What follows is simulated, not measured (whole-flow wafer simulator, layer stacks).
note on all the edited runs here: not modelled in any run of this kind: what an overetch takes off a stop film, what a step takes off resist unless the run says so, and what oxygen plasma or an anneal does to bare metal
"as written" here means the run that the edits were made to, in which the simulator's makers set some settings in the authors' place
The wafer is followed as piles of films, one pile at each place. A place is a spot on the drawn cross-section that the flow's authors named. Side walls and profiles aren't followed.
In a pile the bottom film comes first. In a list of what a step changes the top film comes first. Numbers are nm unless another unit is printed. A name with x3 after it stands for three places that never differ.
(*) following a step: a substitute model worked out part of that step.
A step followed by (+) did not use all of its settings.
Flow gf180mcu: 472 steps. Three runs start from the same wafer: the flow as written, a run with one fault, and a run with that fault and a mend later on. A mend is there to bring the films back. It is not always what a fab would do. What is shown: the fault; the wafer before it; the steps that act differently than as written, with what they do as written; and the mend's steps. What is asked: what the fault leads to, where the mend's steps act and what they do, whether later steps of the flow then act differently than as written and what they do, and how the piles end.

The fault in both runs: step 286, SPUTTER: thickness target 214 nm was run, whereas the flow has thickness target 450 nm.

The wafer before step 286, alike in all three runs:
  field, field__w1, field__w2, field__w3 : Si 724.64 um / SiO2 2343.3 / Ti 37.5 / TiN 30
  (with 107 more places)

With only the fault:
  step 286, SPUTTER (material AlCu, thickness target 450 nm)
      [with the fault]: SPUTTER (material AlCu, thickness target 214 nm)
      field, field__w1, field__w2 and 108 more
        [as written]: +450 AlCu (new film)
        [with the fault]: +214 AlCu (new film)
  Steps further on in the flow that do not act as written:
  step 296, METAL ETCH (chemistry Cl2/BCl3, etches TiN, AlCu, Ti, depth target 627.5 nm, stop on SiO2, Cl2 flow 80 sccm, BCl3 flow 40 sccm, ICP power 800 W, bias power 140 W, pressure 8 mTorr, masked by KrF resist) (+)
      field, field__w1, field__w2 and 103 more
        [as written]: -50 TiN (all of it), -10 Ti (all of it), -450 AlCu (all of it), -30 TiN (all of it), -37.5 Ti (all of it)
        [with the fault]: -50 TiN (all of it), -10 Ti (all of it), -214 AlCu (all of it), -30 TiN (all of it), -37.5 Ti (all of it)
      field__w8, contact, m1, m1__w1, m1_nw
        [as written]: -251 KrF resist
        [with the fault]: -204.9 KrF resist
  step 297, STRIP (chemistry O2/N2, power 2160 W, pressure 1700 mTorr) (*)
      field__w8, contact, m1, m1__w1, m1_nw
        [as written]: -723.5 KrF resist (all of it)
        [with the fault]: -769.6 KrF resist (all of it)
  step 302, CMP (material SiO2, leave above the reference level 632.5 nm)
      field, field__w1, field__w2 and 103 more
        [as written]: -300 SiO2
        [with the fault]: -536 SiO2
  By the end, the piles at field, field__w1, field__w2 and 109 more depart from the flow's by more than 2% or 0.5 nm, whichever is larger.
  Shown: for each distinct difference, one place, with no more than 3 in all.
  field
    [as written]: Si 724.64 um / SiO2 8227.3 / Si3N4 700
    [with the fault]: Si 724.64 um / SiO2 7991.3 / Si3N4 700
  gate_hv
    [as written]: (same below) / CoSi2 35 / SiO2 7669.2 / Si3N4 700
    [with the fault]: (same below) / CoSi2 35 / SiO2 7433.2 / Si3N4 700
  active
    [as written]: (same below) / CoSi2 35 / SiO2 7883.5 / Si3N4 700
    [with the fault]: (same below) / CoSi2 35 / SiO2 7647.5 / Si3N4 700

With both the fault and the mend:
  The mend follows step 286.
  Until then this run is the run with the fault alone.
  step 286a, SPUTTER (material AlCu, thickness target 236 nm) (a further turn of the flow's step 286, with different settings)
      field, field__w1, field__w2 and 108 more
        +236 AlCu
  Every later step of the flow that is run acts as written at every place that is followed.
  By the end, the piles equal the flow's at every place that both follow.
